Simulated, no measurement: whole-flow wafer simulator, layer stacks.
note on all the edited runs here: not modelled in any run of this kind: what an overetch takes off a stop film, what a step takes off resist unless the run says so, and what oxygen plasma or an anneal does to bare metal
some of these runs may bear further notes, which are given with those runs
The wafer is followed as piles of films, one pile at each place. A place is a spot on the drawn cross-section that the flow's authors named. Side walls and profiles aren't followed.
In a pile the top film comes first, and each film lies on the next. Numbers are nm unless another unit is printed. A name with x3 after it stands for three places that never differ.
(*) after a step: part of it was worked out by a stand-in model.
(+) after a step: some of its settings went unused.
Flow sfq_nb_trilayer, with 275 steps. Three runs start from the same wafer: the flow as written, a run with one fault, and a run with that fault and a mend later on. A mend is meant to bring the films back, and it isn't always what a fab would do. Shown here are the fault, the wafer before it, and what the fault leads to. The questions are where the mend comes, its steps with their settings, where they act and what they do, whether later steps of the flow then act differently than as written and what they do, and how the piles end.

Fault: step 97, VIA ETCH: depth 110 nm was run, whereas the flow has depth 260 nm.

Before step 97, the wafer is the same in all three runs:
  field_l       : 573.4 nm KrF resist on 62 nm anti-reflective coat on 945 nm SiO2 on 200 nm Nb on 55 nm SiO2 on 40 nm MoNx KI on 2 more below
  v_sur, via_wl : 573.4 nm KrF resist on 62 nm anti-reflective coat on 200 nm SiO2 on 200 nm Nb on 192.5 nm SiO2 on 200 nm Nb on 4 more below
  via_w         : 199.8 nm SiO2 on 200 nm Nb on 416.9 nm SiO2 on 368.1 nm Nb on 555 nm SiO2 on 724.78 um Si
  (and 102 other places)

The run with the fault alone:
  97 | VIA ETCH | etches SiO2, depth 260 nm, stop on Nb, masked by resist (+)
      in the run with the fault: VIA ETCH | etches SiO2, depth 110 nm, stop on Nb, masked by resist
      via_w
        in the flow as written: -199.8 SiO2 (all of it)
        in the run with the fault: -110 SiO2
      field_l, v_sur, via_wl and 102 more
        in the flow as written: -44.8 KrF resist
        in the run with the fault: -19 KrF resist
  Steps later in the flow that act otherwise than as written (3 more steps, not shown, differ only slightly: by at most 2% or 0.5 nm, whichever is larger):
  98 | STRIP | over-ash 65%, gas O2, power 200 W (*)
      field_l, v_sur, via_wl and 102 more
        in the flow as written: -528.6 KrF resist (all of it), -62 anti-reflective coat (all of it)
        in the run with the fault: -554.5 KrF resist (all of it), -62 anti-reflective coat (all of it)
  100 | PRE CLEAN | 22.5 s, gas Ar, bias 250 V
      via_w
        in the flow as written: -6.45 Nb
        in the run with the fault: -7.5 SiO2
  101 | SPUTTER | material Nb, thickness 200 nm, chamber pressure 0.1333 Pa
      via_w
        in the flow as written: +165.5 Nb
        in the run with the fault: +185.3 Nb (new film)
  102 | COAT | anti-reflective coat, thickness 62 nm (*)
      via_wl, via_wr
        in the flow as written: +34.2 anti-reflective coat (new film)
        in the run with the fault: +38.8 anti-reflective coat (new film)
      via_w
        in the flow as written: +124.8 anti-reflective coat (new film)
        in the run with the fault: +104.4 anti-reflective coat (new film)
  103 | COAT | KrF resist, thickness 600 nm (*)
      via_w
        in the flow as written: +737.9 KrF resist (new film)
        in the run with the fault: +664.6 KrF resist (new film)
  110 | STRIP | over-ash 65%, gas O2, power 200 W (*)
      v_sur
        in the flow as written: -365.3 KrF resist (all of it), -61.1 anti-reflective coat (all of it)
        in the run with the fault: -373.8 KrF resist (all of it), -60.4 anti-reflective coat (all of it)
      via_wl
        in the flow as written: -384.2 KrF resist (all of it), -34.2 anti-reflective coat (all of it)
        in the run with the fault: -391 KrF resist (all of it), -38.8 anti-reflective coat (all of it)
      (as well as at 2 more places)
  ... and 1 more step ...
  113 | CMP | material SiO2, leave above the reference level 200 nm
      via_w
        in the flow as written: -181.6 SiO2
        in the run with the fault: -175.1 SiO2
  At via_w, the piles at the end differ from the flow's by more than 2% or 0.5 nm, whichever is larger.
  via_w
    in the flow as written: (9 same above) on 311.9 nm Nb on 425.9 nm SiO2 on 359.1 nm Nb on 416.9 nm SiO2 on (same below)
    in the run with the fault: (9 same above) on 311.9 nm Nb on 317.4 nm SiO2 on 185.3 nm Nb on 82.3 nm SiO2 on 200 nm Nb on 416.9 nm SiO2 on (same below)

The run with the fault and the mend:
  The mend follows step 97.
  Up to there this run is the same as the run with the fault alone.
  97a | VIA ETCH | etches SiO2, depth 150 nm, stop on Nb, masked by resist (+) (a further turn of the flow's step 97, with different settings)
      field_l, v_sur, via_wl and 102 more
        -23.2 KrF resist
      via_w
        -89.8 SiO2 (all of it)
  Later steps of the flow that are run all act as written at every place that is followed, up to a difference of at most 2% or 0.5 nm, whichever is larger.
  By the end, the piles equal the flow's at every place that both follow.
